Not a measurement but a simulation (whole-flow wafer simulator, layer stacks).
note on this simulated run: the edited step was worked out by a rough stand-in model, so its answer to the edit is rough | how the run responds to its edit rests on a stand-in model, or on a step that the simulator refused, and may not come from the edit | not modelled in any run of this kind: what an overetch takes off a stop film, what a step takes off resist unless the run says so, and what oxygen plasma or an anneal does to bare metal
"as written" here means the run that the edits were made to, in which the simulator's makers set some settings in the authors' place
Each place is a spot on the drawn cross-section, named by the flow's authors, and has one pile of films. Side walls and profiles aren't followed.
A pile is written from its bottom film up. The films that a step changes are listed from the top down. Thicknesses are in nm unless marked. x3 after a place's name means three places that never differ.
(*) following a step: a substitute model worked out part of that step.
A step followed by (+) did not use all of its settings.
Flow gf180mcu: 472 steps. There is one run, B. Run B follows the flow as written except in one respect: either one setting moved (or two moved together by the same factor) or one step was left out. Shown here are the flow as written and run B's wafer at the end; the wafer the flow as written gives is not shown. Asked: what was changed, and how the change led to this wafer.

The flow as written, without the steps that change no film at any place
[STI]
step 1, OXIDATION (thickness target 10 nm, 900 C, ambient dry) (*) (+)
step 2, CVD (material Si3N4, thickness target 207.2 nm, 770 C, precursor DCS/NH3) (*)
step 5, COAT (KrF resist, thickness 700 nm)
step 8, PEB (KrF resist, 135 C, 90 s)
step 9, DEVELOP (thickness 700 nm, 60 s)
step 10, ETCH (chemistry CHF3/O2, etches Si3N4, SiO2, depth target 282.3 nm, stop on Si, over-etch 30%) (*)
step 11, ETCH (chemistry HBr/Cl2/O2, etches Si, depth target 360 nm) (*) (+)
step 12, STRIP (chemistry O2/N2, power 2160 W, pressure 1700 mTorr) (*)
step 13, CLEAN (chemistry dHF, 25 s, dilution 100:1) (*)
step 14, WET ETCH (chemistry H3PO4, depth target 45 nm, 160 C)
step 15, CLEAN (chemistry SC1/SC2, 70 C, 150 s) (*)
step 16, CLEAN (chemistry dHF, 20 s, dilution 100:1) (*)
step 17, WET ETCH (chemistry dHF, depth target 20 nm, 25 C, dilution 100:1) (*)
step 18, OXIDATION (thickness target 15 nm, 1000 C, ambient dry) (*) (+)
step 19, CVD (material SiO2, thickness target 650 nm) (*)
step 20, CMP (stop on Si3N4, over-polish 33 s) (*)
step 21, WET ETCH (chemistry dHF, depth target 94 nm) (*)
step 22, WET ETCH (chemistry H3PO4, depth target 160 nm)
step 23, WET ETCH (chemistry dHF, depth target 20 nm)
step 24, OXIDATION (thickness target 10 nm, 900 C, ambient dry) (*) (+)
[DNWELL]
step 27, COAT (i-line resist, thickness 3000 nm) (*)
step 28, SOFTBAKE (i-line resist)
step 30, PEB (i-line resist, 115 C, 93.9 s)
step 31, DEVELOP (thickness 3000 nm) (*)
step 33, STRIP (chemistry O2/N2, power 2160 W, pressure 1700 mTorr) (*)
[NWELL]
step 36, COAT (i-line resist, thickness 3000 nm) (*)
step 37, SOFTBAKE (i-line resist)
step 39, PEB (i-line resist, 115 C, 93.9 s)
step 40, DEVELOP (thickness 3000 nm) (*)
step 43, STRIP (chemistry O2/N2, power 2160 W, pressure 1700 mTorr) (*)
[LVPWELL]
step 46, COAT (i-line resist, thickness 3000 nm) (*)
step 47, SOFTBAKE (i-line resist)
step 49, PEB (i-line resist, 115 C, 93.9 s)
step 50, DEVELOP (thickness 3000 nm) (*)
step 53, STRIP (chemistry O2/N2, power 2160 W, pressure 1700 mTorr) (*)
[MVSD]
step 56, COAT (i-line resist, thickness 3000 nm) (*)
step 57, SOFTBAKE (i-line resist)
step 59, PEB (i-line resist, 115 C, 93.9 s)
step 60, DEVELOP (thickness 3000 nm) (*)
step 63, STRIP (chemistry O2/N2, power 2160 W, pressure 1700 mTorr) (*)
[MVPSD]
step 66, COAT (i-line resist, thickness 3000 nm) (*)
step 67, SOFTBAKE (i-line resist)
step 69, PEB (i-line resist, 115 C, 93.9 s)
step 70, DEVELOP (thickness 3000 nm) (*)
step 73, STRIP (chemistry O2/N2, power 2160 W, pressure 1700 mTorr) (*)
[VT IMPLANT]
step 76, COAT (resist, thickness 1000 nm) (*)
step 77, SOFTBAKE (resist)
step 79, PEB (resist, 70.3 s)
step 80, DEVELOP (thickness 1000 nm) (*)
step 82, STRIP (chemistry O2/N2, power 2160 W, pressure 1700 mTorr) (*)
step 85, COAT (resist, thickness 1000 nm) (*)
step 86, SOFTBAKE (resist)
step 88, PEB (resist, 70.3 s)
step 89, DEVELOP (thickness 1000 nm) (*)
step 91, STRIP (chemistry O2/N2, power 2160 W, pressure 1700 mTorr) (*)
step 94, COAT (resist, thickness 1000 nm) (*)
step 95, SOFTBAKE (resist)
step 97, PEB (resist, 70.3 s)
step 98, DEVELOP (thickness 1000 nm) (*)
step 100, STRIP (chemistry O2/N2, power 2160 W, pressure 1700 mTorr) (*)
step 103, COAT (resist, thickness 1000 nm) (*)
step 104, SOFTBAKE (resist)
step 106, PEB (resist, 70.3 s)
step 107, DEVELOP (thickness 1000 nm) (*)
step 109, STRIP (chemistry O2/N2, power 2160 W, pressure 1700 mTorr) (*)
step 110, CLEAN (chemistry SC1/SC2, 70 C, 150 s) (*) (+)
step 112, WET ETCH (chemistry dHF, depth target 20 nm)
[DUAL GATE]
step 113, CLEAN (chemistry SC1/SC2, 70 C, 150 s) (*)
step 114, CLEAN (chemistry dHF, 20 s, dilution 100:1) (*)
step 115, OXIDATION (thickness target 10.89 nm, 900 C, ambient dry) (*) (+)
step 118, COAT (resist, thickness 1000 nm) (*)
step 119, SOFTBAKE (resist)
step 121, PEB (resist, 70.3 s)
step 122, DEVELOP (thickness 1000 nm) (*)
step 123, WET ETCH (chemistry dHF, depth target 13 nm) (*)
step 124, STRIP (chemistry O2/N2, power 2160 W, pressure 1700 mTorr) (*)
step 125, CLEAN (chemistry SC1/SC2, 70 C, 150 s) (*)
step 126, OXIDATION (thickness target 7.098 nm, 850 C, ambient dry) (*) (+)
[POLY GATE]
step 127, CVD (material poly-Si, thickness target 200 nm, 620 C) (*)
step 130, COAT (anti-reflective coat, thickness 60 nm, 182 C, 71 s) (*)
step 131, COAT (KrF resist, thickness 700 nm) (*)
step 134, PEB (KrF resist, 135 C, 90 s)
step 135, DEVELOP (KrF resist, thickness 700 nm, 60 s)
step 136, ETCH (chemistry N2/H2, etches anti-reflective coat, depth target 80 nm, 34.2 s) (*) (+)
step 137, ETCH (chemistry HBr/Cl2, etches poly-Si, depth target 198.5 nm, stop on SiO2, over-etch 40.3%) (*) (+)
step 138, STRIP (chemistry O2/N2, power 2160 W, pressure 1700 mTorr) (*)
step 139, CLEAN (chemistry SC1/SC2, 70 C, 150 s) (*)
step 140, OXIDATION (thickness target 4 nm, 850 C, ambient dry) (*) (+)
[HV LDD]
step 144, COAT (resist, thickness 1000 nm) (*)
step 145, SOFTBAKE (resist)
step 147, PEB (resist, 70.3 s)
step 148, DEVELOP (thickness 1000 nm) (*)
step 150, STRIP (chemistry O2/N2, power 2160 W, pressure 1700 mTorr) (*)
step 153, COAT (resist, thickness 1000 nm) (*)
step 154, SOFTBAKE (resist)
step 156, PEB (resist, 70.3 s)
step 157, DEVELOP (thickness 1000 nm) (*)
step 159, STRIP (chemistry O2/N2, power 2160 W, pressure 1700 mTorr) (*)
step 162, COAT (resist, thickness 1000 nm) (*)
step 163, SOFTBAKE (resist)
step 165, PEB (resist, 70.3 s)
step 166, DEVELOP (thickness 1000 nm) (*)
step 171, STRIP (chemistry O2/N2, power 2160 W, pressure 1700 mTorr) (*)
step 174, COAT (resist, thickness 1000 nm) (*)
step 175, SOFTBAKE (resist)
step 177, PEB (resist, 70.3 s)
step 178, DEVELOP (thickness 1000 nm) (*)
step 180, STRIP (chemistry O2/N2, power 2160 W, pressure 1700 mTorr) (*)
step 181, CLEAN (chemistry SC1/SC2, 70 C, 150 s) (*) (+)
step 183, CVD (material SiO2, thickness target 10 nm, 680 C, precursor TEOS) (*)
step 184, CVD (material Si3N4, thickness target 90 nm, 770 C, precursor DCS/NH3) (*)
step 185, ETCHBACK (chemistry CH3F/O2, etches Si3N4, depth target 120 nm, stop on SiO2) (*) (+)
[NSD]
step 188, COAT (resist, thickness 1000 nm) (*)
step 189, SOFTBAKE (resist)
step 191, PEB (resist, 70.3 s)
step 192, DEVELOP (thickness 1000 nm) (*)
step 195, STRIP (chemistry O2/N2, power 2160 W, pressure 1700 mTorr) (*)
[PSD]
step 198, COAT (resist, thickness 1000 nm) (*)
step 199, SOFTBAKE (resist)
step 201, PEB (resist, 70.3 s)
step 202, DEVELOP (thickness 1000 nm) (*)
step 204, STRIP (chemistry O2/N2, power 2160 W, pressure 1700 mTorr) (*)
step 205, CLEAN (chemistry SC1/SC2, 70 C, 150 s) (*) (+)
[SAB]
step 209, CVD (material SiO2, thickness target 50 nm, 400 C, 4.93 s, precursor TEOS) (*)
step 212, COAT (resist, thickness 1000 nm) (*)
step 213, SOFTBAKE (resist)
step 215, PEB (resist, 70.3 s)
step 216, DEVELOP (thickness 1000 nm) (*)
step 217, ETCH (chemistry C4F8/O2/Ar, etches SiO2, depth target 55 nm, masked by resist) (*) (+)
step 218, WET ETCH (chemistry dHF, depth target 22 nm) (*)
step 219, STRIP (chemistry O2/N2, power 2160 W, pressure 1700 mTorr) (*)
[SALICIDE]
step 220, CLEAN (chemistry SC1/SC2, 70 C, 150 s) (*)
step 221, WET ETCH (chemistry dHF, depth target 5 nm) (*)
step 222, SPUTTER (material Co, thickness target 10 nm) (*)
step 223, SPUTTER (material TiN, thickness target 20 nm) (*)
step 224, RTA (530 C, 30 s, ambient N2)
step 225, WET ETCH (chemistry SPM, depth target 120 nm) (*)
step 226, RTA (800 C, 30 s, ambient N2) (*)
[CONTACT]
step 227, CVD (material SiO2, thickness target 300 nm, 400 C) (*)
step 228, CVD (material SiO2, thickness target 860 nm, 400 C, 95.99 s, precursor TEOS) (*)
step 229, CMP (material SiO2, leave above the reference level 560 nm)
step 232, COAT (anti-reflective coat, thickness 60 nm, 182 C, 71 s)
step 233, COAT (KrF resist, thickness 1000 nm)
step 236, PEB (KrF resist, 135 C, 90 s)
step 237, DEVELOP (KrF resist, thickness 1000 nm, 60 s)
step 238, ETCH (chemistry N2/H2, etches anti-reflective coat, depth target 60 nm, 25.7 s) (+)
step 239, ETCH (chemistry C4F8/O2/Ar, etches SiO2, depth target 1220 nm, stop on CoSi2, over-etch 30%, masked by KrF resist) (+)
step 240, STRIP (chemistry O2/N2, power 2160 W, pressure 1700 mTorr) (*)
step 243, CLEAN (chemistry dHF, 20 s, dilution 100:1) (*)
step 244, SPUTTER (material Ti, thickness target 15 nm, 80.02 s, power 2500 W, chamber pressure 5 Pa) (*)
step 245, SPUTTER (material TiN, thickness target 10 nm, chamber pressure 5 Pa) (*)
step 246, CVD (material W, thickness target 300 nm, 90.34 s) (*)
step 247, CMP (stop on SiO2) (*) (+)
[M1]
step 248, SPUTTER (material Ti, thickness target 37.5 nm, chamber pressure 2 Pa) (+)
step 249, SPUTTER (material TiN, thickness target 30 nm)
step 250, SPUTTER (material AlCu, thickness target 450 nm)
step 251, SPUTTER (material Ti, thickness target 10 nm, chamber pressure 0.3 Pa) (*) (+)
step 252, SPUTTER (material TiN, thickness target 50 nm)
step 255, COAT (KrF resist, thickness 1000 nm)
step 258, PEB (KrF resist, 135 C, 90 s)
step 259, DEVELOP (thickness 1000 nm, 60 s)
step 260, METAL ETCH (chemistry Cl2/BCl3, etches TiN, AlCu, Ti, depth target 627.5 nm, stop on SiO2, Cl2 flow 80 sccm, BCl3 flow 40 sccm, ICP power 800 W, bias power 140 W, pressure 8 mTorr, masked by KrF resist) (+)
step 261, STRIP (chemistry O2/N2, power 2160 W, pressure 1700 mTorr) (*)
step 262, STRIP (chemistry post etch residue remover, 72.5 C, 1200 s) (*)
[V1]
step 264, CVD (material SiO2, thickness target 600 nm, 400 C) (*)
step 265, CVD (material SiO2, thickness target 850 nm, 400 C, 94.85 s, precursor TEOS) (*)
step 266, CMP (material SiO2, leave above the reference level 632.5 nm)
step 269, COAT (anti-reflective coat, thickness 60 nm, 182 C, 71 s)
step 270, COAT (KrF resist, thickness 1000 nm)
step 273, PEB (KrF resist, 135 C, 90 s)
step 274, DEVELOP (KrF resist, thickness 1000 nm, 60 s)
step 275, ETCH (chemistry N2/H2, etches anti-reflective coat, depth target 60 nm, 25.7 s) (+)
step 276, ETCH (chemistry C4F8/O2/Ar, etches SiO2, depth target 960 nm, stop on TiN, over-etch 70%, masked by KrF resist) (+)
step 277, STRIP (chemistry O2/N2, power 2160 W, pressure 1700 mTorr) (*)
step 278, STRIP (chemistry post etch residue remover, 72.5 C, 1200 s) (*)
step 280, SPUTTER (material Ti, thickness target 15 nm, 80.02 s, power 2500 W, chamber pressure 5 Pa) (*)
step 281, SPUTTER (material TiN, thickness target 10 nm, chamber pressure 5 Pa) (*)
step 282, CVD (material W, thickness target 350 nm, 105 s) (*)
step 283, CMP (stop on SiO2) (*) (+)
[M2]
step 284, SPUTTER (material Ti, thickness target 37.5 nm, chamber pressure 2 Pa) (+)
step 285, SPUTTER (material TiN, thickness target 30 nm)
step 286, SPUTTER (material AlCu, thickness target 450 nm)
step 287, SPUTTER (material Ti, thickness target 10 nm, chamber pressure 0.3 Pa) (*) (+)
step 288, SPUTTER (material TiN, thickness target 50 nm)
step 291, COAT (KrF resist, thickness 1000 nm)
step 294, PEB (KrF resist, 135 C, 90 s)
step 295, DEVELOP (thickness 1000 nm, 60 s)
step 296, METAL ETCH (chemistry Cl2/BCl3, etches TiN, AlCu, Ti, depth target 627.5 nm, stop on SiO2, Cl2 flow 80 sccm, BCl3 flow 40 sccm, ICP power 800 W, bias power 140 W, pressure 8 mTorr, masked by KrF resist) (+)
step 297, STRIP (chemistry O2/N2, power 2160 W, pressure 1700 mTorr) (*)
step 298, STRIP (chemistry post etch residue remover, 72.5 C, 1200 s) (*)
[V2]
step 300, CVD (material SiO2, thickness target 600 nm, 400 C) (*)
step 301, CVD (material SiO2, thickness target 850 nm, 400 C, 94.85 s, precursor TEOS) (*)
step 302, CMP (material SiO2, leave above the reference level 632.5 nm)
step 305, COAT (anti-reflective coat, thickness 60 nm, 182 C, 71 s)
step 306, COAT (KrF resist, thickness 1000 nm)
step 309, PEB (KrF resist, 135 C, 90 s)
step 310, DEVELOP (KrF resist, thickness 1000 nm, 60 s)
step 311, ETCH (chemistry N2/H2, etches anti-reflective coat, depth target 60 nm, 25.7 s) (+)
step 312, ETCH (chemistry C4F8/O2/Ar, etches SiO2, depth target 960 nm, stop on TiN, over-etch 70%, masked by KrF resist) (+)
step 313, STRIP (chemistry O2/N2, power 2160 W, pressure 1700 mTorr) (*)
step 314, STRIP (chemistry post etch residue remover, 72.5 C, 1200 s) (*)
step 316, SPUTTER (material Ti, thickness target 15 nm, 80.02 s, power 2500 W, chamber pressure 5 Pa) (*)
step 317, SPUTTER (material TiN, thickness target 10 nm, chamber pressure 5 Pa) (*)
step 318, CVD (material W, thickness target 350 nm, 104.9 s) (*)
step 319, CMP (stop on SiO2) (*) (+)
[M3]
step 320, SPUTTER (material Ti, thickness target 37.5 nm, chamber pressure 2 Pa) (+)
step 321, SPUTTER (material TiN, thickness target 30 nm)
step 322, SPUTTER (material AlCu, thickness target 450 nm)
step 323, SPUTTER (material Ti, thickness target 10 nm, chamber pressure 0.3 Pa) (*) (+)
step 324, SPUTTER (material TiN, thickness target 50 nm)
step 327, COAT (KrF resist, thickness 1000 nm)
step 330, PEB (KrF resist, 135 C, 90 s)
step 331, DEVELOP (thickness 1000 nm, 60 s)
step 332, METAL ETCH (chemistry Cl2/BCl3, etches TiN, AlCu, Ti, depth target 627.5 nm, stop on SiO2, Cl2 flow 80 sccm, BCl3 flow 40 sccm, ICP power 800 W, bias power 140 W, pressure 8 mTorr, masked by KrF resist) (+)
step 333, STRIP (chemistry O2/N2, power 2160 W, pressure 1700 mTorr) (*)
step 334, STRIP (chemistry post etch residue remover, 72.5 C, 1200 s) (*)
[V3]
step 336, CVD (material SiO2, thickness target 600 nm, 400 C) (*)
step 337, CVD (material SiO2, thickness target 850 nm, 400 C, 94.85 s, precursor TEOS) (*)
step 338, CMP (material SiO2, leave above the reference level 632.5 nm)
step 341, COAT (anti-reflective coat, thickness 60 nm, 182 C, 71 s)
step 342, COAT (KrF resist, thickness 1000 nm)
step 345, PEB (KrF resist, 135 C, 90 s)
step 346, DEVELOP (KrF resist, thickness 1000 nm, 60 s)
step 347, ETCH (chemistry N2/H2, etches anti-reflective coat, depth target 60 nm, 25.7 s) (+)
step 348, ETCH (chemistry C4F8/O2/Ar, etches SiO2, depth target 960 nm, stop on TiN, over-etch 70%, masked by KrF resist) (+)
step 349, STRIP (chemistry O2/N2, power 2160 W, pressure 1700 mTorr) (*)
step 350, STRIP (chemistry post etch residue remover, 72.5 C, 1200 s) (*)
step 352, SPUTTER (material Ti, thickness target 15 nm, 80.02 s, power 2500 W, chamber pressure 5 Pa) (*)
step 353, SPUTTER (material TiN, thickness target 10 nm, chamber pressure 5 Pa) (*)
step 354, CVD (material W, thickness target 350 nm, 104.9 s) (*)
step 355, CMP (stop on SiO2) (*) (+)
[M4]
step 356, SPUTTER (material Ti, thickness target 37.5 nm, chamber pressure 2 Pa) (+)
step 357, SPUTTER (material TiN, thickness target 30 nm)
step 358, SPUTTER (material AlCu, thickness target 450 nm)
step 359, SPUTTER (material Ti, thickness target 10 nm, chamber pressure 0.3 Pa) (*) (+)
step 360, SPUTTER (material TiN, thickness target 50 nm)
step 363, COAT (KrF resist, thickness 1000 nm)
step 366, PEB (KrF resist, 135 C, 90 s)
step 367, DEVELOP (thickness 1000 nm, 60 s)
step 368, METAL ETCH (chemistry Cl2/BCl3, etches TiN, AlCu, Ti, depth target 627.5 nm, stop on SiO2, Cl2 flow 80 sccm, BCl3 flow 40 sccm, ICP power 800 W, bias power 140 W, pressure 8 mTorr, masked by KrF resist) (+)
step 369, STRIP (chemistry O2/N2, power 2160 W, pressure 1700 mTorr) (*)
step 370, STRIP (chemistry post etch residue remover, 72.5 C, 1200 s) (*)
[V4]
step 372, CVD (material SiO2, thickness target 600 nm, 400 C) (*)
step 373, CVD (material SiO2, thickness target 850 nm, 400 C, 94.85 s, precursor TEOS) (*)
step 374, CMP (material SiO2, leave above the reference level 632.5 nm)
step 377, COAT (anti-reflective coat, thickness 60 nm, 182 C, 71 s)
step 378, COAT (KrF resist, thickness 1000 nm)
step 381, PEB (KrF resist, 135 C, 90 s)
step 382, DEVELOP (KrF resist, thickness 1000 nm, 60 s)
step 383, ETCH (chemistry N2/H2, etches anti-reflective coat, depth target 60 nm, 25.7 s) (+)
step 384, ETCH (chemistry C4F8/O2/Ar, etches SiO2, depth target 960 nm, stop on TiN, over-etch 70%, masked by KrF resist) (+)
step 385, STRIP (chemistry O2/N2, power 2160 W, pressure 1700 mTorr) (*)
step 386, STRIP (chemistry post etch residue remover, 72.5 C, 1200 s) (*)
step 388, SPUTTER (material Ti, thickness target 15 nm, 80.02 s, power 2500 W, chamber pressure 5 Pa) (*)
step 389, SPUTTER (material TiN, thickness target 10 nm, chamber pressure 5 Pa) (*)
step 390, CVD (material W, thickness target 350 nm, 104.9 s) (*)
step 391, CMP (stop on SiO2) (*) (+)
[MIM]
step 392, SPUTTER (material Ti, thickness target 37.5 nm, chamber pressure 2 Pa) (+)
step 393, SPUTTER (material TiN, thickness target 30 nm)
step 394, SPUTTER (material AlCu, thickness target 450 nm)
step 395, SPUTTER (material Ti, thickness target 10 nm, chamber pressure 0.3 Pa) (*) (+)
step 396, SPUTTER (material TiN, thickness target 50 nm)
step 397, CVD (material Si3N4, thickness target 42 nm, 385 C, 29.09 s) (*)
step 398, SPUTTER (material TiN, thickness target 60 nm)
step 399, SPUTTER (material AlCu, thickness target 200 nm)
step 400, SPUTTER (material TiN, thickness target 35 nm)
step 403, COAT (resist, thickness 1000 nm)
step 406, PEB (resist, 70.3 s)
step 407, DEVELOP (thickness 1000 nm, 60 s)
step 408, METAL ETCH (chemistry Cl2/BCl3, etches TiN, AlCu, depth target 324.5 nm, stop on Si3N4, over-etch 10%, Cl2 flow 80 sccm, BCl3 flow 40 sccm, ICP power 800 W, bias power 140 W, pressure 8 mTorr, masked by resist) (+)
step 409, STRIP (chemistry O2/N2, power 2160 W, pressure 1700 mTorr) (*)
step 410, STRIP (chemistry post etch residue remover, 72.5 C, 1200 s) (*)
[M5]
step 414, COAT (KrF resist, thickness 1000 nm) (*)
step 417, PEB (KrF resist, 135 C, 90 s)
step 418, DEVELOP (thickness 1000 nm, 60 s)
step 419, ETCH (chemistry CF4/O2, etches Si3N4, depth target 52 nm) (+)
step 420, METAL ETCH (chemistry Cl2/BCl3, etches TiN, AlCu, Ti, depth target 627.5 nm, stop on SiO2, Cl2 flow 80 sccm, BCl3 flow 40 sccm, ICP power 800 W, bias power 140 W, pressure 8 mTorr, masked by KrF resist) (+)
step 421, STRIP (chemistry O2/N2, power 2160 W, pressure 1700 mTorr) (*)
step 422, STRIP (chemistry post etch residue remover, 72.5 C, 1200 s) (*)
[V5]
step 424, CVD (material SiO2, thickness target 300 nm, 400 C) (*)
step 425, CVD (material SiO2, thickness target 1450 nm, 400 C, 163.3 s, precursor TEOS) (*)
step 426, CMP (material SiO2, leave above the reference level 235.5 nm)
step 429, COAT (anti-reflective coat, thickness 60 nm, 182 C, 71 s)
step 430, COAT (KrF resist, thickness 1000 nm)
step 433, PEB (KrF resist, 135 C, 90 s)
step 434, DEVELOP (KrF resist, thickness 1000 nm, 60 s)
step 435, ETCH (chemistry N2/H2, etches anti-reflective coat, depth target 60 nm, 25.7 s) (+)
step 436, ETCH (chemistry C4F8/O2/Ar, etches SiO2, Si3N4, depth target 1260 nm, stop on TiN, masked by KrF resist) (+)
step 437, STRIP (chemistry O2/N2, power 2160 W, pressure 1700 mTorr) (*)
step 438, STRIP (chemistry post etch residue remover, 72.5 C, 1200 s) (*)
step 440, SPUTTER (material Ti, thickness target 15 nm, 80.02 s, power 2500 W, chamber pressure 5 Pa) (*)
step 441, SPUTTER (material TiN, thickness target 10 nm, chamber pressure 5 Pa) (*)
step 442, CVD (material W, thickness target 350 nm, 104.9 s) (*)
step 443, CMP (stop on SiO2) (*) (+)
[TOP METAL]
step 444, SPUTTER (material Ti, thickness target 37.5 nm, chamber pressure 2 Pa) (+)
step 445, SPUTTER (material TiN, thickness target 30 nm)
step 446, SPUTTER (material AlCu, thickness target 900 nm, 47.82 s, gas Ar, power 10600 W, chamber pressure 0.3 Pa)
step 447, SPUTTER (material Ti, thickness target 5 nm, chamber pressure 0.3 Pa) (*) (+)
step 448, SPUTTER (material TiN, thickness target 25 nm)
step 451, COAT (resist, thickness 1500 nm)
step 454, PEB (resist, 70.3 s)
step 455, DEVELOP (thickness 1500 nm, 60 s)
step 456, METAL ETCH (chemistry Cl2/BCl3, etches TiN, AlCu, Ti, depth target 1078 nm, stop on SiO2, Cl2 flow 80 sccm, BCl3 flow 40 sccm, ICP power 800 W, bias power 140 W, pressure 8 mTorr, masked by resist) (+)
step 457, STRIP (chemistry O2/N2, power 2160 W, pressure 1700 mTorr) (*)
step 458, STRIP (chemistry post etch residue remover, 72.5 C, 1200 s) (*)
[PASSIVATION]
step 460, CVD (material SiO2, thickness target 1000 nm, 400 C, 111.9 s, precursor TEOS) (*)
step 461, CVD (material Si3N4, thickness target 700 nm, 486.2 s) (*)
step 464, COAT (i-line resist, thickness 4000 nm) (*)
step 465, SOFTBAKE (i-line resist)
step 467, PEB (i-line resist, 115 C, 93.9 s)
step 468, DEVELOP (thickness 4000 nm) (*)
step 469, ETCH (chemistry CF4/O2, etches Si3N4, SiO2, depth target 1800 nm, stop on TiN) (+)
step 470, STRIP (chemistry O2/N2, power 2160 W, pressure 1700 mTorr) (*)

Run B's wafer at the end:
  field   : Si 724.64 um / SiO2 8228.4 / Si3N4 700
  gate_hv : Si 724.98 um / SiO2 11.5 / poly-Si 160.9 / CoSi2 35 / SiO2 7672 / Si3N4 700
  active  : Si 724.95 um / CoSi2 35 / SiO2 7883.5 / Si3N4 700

The reason: step 126, OXIDATION: thickness target 3.726 nm was run, whereas the flow has thickness target 7.098 nm.

Step by step, how the change led to this:
  step 126, OXIDATION (thickness target 7.098 nm, 850 C, ambient dry) (*) (+)
      gate_hv, active_hv, active_nat and 25 more: SiO2 gains 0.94, Si loses 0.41 (in the flow as written it would be: SiO2 gains 3.72, Si loses 1.64)
      active, n_well, p_well and 12 more: SiO2 gains 3.73 (new film), chemical SiO2 loses 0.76 (all of it), Si loses 1.31 (in the flow as written it would be: SiO2 gains 7.1 (new film), chemical SiO2 loses 0.76 (all of it), Si loses 2.79)
  step 130, COAT (anti-reflective coat, thickness 60 nm, 182 C, 71 s) (*)
      p_well, spacer, sd_n: anti-reflective coat gains 72.5 (new film) (in the flow as written it would be: anti-reflective coat gains 70.9 (new film))
  step 136, ETCH (chemistry N2/H2, etches anti-reflective coat, depth target 80 nm, 34.2 s) (*) (+)
      p_well, spacer, sd_n: anti-reflective coat loses 72.5 (all of it), poly-Si loses 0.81 (in the flow as written it would be: anti-reflective coat loses 70.9 (all of it), poly-Si loses 0.85)
  step 145, SOFTBAKE (resist)
      active_nat: resist gains 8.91 (in the flow as written it would be: resist gains 4.68)
  step 154, SOFTBAKE (resist)
      active_nat: resist gains 8.91 (in the flow as written it would be: resist gains 4.68)
  step 163, SOFTBAKE (resist)
      active_nat: resist gains 8.91 (in the flow as written it would be: resist gains 4.68)
  step 175, SOFTBAKE (resist)
      active_nat: resist gains 8.91 (in the flow as written it would be: resist gains 4.68)
  step 189, SOFTBAKE (resist)
      field__w9: resist loses 3.06 (in the flow as written it would be: resist gains 6.92)
      active_hv: resist loses 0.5 (in the flow as written it would be: resist gains 2.68)
      (as well as at 1 more place)
  step 199, SOFTBAKE (resist)
      field__w9: resist loses 3.06 (in the flow as written it would be: resist gains 6.92)
      active_hv: resist loses 0.5 (in the flow as written it would be: resist gains 2.68)
      (as well as at 1 more place)
  step 218, WET ETCH (chemistry dHF, depth target 22 nm) (*)
      active, p_well, sd_n, iso_ptap_pw, iso_ntap_nw, iso_ptap_sub, vpnp_e: SiO2 loses 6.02 (all of it) (in the flow as written it would be: SiO2 loses 9.01 (all of it))
      ldn_tap, ldn_src, ldn_drn, ldp_tap, ldp_src, ldp_drn, ldp_gr: SiO2 loses 13.3 (all of it) (in the flow as written it would be: SiO2 loses 16 (all of it))
      (as well as at 9 more places)
  step 223, SPUTTER (material TiN, thickness target 20 nm) (*)
      field__w12: TiN gains 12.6 (new film) (in the flow as written it would be: TiN gains 12 (new film))
  step 225, WET ETCH (chemistry SPM, depth target 120 nm) (*)
      field__w12: TiN loses 12.6 (all of it), Co loses 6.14 (all of it) (in the flow as written it would be: TiN loses 12 (all of it), Co loses 6.15 (all of it))
